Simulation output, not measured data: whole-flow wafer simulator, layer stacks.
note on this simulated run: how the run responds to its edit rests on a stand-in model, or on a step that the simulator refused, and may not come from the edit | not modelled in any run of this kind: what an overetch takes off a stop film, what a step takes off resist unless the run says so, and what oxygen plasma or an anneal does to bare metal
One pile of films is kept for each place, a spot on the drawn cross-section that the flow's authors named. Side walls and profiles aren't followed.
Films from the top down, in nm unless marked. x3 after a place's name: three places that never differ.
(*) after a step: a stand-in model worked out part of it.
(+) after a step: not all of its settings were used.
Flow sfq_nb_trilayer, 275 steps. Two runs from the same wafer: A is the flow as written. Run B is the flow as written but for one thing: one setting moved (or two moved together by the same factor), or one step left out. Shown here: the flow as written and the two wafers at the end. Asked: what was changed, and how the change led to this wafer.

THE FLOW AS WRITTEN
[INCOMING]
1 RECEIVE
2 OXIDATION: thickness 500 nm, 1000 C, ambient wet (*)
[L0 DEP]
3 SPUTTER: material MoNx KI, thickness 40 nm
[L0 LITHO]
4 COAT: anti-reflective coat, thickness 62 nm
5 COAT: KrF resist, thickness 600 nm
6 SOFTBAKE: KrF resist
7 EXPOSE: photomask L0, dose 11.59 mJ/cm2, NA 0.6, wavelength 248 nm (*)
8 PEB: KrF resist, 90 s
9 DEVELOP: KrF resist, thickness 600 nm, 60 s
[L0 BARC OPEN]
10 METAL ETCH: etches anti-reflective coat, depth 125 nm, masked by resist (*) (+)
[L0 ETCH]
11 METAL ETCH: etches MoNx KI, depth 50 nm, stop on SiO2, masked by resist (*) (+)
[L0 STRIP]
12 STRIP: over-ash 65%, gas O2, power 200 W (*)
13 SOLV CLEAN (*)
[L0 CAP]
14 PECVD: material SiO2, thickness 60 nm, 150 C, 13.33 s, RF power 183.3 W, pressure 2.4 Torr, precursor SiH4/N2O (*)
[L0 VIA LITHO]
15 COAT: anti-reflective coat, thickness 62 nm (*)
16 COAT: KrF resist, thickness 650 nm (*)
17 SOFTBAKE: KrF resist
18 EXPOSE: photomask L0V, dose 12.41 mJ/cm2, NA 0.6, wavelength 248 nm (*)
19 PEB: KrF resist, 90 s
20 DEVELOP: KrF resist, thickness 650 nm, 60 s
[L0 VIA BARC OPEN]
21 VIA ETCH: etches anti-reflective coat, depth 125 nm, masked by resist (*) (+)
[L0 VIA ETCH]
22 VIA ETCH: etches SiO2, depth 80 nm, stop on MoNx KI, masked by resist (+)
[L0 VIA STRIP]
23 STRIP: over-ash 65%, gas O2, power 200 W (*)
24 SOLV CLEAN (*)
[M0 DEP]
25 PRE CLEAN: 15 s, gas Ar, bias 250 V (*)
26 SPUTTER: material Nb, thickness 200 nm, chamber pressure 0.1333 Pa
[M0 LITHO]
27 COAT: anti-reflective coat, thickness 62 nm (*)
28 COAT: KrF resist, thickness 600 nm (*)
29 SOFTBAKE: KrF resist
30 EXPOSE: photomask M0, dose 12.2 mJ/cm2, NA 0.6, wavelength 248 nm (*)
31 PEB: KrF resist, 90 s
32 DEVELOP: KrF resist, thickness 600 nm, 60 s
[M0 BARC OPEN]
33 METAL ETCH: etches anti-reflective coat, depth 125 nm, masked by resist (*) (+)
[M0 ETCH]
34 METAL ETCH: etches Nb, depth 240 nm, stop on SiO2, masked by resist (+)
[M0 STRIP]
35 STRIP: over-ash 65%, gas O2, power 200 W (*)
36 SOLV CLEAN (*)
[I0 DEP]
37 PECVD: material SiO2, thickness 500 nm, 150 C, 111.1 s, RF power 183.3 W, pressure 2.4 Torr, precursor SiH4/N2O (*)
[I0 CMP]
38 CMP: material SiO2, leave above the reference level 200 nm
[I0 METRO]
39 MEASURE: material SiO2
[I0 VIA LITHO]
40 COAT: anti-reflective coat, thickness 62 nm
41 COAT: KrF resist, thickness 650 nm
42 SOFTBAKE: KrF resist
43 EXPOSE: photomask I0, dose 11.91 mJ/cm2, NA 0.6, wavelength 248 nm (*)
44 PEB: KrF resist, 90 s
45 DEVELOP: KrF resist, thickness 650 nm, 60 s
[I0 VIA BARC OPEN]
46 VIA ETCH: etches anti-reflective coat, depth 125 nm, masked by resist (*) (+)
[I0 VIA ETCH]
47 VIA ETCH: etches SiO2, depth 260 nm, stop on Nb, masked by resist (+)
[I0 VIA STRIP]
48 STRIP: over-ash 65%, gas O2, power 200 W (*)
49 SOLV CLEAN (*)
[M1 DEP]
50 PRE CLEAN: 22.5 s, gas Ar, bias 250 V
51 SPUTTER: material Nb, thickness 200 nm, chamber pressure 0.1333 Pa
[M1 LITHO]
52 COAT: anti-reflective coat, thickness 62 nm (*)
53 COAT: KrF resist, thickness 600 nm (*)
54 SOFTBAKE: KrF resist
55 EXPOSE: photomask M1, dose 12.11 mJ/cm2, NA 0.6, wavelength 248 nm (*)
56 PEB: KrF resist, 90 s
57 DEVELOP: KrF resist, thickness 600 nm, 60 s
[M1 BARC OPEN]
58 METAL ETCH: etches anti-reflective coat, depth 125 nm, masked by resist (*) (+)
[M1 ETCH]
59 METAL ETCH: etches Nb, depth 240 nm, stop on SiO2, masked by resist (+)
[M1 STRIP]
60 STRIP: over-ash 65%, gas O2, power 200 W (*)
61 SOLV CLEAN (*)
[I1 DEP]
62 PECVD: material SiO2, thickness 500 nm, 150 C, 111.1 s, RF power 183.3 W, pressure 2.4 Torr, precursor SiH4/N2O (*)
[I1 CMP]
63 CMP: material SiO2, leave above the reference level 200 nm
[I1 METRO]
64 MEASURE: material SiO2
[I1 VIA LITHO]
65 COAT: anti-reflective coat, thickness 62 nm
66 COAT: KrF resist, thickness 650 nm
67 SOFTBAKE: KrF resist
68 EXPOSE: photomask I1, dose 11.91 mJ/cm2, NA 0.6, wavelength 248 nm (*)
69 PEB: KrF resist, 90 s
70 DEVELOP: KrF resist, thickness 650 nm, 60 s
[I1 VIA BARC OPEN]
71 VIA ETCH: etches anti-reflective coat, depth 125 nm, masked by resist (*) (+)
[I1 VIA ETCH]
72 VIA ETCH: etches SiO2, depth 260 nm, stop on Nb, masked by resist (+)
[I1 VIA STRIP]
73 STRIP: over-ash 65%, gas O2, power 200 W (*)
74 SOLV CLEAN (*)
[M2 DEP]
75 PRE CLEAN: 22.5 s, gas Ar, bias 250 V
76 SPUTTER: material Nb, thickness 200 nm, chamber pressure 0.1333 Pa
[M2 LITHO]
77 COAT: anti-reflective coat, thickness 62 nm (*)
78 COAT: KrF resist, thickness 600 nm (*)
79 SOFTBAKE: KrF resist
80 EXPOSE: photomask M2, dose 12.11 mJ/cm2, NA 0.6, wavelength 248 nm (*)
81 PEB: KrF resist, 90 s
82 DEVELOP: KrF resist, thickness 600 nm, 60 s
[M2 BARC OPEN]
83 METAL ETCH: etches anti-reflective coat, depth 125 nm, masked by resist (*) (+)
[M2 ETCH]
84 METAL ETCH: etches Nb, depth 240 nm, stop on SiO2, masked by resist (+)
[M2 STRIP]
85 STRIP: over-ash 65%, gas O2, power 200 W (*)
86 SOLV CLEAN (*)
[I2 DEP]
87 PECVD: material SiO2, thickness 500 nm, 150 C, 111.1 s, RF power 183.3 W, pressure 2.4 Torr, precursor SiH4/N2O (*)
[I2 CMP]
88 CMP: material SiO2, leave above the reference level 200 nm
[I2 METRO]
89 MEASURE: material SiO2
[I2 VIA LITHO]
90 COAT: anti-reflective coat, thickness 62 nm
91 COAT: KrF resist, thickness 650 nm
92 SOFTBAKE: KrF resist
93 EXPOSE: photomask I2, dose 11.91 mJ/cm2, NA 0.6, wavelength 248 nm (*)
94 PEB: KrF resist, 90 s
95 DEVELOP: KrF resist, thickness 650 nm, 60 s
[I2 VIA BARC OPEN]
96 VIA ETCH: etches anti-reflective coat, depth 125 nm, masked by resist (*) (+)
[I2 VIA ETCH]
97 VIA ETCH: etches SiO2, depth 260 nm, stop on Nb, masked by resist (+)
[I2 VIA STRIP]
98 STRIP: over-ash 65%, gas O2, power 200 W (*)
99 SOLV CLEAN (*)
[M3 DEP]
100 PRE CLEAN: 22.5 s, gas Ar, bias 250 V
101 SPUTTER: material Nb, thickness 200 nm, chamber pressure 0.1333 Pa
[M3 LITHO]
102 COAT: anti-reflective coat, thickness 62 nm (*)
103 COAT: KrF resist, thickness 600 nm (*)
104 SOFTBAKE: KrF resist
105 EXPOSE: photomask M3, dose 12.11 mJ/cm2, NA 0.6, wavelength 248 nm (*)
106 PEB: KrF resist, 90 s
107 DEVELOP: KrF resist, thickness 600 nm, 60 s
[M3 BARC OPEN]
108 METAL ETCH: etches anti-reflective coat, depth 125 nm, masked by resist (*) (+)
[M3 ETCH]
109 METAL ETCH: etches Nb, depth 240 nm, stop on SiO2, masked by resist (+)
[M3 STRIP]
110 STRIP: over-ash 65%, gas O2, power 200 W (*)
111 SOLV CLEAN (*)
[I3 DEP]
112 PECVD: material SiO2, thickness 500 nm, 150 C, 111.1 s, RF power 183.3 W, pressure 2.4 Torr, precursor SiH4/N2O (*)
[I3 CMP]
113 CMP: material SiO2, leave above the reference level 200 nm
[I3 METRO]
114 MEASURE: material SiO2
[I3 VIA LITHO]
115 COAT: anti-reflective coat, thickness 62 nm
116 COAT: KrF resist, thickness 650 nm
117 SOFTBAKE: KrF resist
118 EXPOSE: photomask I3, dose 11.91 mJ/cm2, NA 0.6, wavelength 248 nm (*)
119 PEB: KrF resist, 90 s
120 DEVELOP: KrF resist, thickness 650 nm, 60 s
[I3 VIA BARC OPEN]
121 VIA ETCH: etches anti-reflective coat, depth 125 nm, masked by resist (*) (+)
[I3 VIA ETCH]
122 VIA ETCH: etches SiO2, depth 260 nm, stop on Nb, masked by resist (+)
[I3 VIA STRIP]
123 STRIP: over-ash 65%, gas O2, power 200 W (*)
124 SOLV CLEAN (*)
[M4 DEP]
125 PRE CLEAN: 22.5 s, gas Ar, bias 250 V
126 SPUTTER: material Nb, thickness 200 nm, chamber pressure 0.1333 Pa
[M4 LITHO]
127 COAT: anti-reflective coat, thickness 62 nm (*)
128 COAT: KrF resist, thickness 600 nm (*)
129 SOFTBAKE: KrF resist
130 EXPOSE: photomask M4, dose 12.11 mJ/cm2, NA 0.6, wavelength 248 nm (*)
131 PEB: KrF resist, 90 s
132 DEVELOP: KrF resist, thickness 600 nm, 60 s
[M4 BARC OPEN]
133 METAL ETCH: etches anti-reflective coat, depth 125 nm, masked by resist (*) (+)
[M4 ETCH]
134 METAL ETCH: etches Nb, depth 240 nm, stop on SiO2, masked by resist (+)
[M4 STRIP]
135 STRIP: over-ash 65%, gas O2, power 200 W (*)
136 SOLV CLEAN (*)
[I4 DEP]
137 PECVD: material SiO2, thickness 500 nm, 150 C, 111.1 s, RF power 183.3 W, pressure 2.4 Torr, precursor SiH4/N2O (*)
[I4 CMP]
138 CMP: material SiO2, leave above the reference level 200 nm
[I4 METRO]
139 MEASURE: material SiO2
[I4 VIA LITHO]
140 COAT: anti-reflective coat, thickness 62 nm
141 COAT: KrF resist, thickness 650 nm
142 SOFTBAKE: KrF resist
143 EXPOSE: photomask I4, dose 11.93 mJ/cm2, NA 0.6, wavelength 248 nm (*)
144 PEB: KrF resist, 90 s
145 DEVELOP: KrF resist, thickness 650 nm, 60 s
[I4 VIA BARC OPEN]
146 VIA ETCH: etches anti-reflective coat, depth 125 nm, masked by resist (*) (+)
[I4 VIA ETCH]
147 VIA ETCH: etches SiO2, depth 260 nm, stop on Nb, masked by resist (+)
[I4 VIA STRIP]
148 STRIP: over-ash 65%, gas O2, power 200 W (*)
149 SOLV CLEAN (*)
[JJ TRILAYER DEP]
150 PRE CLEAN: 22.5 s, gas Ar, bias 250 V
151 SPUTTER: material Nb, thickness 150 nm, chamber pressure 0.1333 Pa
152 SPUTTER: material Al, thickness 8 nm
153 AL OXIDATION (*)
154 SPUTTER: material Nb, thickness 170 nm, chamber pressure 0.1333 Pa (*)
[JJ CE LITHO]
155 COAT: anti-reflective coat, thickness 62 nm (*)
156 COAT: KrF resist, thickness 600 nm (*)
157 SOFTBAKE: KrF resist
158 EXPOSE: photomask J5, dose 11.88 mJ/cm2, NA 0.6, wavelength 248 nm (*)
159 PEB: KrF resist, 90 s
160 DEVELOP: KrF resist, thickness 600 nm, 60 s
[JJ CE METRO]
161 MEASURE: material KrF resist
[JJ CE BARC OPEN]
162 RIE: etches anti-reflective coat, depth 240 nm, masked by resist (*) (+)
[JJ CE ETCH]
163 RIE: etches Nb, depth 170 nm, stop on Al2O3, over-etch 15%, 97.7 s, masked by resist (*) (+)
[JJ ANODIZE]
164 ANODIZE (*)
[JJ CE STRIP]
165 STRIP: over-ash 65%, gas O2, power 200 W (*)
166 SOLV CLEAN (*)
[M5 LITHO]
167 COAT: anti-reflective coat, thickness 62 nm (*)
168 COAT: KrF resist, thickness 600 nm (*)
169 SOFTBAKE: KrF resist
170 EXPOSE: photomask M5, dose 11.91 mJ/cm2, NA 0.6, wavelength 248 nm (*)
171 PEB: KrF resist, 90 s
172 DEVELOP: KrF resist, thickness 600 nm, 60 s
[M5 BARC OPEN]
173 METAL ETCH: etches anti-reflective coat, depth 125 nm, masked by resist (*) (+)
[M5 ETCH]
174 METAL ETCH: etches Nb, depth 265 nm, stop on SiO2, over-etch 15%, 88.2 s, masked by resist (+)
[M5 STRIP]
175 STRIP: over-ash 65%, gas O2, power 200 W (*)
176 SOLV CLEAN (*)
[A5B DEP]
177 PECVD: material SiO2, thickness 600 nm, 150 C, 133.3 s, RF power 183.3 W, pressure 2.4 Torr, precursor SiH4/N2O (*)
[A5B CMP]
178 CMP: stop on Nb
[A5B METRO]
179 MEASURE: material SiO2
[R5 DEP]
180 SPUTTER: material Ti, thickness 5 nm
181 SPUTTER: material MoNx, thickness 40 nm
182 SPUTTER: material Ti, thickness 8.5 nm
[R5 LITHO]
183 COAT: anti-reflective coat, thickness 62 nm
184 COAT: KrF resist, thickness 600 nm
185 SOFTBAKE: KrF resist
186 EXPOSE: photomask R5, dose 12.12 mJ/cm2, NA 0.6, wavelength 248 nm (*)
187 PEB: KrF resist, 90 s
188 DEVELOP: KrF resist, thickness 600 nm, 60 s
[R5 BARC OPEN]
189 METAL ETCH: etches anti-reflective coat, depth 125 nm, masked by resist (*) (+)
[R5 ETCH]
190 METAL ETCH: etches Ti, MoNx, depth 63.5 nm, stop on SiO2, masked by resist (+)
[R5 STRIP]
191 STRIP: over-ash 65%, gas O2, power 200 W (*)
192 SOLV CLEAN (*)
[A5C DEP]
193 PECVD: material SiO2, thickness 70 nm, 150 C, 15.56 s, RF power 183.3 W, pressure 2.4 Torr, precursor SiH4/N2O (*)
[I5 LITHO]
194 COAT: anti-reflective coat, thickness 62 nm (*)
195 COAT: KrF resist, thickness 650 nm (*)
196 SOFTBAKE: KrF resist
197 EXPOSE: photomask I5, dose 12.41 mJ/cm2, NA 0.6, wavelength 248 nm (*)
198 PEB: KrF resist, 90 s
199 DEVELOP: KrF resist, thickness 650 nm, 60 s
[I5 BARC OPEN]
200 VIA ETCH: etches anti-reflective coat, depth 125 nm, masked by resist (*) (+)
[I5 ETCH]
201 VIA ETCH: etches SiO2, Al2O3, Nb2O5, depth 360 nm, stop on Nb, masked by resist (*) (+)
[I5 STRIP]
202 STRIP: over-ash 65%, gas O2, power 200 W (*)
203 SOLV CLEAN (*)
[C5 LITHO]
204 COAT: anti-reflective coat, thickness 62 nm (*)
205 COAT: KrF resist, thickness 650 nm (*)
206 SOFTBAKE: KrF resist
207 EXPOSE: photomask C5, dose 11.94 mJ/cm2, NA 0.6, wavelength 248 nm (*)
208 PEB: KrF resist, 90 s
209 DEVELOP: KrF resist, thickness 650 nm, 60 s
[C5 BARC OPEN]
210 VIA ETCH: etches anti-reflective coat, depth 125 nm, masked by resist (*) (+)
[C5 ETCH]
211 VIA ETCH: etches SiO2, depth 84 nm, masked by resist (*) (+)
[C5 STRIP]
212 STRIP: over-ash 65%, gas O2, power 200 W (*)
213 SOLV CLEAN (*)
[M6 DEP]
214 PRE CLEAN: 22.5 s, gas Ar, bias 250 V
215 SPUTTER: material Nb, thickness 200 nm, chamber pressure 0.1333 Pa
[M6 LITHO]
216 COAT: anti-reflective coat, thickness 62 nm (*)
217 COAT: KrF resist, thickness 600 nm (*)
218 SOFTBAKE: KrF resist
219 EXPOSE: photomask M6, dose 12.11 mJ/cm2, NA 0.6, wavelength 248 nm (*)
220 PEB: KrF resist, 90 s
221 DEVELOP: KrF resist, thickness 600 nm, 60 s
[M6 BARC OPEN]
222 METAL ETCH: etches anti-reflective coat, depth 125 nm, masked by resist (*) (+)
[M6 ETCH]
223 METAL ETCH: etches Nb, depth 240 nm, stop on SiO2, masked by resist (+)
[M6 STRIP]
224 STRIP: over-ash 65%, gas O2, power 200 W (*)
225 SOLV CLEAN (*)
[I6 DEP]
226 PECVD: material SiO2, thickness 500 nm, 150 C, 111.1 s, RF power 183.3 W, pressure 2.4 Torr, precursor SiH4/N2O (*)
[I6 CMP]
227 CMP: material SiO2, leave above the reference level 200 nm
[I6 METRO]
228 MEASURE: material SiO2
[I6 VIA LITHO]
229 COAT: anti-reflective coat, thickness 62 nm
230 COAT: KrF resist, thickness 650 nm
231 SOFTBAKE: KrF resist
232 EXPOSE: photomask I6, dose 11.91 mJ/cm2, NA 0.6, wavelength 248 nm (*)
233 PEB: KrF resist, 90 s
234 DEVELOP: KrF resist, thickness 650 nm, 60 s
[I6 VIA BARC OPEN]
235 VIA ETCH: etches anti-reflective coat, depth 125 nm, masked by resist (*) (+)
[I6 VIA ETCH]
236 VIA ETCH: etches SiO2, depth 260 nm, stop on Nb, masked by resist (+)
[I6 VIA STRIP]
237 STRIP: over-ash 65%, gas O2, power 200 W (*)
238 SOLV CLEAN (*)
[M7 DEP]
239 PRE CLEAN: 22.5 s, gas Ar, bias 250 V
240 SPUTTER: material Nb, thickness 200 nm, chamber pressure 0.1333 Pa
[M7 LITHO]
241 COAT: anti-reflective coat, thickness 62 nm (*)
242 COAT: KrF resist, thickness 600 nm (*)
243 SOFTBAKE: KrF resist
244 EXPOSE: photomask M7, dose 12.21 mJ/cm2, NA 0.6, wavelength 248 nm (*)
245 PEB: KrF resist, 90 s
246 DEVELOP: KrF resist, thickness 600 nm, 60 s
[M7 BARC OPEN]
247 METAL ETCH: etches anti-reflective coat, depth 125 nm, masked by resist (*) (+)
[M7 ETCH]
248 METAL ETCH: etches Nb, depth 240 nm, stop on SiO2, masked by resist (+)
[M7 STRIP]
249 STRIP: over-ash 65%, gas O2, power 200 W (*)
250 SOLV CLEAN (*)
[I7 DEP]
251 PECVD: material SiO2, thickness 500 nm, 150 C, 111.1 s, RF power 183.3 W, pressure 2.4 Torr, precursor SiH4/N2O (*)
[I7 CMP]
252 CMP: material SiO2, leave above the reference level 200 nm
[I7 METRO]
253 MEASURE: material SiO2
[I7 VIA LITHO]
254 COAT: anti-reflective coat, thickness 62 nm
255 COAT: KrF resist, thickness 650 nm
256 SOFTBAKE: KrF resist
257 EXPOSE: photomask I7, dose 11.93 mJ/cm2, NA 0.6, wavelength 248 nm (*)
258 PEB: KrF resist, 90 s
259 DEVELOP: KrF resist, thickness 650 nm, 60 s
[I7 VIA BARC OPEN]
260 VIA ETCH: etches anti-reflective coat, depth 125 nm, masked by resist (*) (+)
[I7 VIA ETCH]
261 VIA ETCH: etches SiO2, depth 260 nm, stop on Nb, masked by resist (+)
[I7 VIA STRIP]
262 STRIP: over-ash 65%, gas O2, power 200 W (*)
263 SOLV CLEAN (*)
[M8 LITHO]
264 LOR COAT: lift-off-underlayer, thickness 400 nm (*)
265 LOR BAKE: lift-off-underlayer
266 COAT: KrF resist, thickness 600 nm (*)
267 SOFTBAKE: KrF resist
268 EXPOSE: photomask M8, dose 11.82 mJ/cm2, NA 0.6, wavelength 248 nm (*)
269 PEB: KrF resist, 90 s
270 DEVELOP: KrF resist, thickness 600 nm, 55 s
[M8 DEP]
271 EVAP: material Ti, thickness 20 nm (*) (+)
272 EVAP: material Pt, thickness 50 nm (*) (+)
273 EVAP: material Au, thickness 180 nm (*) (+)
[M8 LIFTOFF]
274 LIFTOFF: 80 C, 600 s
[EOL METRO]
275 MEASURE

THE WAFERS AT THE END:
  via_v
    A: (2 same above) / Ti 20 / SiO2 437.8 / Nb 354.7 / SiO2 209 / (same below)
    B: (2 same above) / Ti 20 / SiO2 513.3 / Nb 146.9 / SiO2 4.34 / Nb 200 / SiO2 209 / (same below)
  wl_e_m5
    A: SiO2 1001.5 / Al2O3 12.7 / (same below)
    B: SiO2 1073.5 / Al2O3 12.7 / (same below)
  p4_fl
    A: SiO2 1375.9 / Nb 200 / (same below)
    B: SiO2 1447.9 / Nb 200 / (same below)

The cause: step 227, CMP: leave above the reference level 272 nm was run, where the flow has leave above the reference level 200 nm.

How the change led to this, step by step:
  227 CMP: material SiO2, leave above the reference level 200 nm
      field_l, p4_fl, p4_fm and 59 more: A SiO2 -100 | B SiO2 -28
      v_sur, via_wl, via_w and 15 more: A SiO2 -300 | B SiO2 -228
      (and at 26 more places)
  236 VIA ETCH: etches SiO2, depth 260 nm, stop on Nb, masked by resist (+)
      via_v: A SiO2 -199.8 (all of it) | B SiO2 -260
  239 PRE CLEAN: 22.5 s, gas Ar, bias 250 V
      via_v: A Nb -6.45 | B SiO2 -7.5
  240 SPUTTER: material Nb, thickness 200 nm, chamber pressure 0.1333 Pa
      via_v: A Nb +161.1 | B Nb +146.9 (new film)
  241 COAT: anti-reflective coat, thickness 62 nm (*)
      via_sp: A anti-reflective coat +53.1 (new film) | B anti-reflective coat +50 (new film)
      via_v: A anti-reflective coat +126 (new film) | B anti-reflective coat +129.5 (new film)
      (and at 1 more place)
  242 COAT: KrF resist, thickness 600 nm (*)
      via_v: A KrF resist +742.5 (new film) | B KrF resist +801.5 (new film)
  249 STRIP: over-ash 65%, gas O2, power 200 W (*)
      via_sp: A KrF resist -373.6 (all of it), anti-reflective coat -53.1 (all of it) | B KrF resist -369.5 (all of it), anti-reflective coat -50 (all of it)
      via_v: A KrF resist -524.5 (all of it), anti-reflective coat -126 (all of it) | B KrF resist -583.4 (all of it), anti-reflective coat -129.5 (all of it)
      (and at 1 more place)
  251 PECVD: material SiO2, thickness 500 nm, 150 C, 111.1 s, RF power 183.3 W, pressure 2.4 Torr, precursor SiH4/N2O (*)
      via_v: A SiO2 +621 (new film) | B SiO2 +670.3 (new film)
  252 CMP: material SiO2, leave above the reference level 200 nm
      via_v: A SiO2 -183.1 | B SiO2 -157.1
Counting metal films that touch as one body, via_v has 7 bodies (between them, from the top down: SiO2 513.3; SiO2 4.34; SiO2 209 / Al2O3 12.7 / Nb2O5 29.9; SiO2 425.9; SiO2 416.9; SiO2 192.5); the flow as written gives 6 bodies (between them, from the top down: SiO2 437.8; SiO2 209 / Al2O3 12.7 / Nb2O5 29.9; SiO2 425.9; SiO2 416.9; SiO2 192.5).
